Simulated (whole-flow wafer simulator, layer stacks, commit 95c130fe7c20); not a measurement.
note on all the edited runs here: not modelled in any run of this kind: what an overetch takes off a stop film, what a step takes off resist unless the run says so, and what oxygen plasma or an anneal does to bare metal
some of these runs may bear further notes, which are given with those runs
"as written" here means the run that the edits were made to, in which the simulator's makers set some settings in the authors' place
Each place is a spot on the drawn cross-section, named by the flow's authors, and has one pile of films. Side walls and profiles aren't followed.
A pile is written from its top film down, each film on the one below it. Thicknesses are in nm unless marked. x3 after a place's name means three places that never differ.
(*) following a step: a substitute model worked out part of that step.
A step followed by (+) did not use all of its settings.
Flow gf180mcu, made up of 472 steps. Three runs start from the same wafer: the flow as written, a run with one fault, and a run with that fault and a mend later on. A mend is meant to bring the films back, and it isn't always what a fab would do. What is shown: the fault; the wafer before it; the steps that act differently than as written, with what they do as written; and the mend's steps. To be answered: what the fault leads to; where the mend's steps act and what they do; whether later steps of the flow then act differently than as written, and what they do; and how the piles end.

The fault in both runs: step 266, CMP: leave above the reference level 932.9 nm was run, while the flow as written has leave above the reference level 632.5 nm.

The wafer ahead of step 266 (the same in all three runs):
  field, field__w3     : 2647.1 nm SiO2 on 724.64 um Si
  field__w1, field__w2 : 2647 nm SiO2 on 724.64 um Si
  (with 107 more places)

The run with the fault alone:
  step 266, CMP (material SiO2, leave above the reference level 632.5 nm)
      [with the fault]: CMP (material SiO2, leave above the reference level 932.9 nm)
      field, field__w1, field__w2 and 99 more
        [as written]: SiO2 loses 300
        [with the fault]: nothing
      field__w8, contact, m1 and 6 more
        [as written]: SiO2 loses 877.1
        [with the fault]: SiO2 loses 576.7
  Steps later in the flow that act otherwise than as written (not shown: 6 more steps that differ only slightly, by at most 2% or 0.5 nm, whichever is larger):
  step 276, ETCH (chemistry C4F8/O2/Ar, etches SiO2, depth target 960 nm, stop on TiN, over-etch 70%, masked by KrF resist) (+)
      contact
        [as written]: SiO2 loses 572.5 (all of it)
        [with the fault]: SiO2 loses 872.9 (all of it)
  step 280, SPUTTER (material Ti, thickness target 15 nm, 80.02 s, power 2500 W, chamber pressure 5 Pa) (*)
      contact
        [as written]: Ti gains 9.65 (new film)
        [with the fault]: Ti gains 8.11 (new film)
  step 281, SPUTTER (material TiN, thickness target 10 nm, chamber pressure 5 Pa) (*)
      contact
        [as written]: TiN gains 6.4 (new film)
        [with the fault]: TiN gains 5.38 (new film)
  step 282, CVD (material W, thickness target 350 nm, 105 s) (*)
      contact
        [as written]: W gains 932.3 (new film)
        [with the fault]: W gains 1234.8 (new film)
  By the end, the piles at field, field__w1, field__w2 and 109 more depart from the flow's by more than 2% or 0.5 nm, whichever is larger.
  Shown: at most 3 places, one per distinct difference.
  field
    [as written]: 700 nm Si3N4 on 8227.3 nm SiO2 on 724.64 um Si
    [with the fault]: 700 nm Si3N4 on 8527.3 nm SiO2 on 724.64 um Si
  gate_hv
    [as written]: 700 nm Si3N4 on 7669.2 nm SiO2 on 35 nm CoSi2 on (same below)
    [with the fault]: 700 nm Si3N4 on 7969.2 nm SiO2 on 35 nm CoSi2 on (same below)
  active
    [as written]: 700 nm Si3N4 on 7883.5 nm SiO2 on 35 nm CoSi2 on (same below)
    [with the fault]: 700 nm Si3N4 on 8183.5 nm SiO2 on 35 nm CoSi2 on (same below)

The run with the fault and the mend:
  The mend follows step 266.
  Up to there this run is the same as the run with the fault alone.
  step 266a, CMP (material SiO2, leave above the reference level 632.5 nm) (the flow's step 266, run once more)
      field, field__w1, field__w2 and 99 more
        SiO2 loses 300
      field__w8, contact, m1 and 6 more
        SiO2 loses 300.4
  Later steps of the flow that are run all act as written at every place that is followed.
  At every place that both follow, the piles at the end match the flow's.
